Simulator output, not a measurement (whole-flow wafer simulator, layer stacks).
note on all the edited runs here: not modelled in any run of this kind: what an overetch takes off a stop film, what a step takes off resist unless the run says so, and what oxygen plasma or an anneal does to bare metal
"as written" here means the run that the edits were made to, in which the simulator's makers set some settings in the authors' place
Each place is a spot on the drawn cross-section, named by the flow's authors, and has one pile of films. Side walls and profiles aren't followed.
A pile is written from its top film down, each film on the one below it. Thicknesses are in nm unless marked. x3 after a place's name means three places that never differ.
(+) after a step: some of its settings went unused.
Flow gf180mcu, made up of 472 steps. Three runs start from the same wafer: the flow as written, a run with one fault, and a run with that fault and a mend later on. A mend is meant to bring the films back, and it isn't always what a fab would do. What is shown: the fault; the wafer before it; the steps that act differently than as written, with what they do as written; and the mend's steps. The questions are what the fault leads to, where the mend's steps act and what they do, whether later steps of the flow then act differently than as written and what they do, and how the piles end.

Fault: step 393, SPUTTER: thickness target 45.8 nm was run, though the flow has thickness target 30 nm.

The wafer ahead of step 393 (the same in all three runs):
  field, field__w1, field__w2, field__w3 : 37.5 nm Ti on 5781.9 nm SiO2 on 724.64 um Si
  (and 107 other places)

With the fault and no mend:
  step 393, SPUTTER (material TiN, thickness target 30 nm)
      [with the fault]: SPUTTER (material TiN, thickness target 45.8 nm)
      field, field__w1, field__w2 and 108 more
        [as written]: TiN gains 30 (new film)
        [with the fault]: TiN gains 45.8 (new film)
  Steps further on in the flow that do not act as written (not shown: 1 more step that differs only slightly, by at most 2% or 0.5 nm, whichever is larger):
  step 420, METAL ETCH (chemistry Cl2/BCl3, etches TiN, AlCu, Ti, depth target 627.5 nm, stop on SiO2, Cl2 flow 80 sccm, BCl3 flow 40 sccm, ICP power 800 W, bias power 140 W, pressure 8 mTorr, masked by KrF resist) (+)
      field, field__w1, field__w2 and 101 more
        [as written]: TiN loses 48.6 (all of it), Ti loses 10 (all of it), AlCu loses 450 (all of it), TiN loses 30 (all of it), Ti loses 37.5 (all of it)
        [with the fault]: TiN loses 48.6 (all of it), Ti loses 10 (all of it), AlCu loses 450 (all of it), TiN loses 45.8 (all of it), Ti loses 37.5 (all of it)
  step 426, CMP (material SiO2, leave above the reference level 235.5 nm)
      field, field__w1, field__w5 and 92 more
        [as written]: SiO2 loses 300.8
        [with the fault]: SiO2 loses 285
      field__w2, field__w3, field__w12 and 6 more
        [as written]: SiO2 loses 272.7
        [with the fault]: SiO2 loses 256.2
  At field__w4, field__w8, contact, m1, m1__w1, mim, mim_1p0, m1_nw, the piles at the end differ from the flow's by more than 2% or 0.5 nm, whichever is larger.
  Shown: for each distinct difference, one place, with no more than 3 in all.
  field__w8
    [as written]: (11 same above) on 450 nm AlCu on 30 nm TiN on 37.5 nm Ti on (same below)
    [with the fault]: (11 same above) on 450 nm AlCu on 45.8 nm TiN on 37.5 nm Ti on (same below)
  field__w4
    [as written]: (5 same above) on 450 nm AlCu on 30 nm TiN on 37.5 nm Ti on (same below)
    [with the fault]: (5 same above) on 450 nm AlCu on 45.8 nm TiN on 37.5 nm Ti on (same below)
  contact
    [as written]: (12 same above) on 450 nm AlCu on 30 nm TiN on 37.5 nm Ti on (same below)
    [with the fault]: (12 same above) on 450 nm AlCu on 45.8 nm TiN on 37.5 nm Ti on (same below)

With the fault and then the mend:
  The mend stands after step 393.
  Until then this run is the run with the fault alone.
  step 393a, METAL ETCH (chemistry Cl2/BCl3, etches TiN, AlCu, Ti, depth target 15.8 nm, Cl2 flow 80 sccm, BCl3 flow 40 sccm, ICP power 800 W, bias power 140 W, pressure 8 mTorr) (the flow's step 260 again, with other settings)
      field, field__w1, field__w2 and 108 more
        TiN loses 15.8
  None of the later steps of the flow acts differently than as written at any place that is followed.
  The piles end the same as the flow's at every place that both follow.
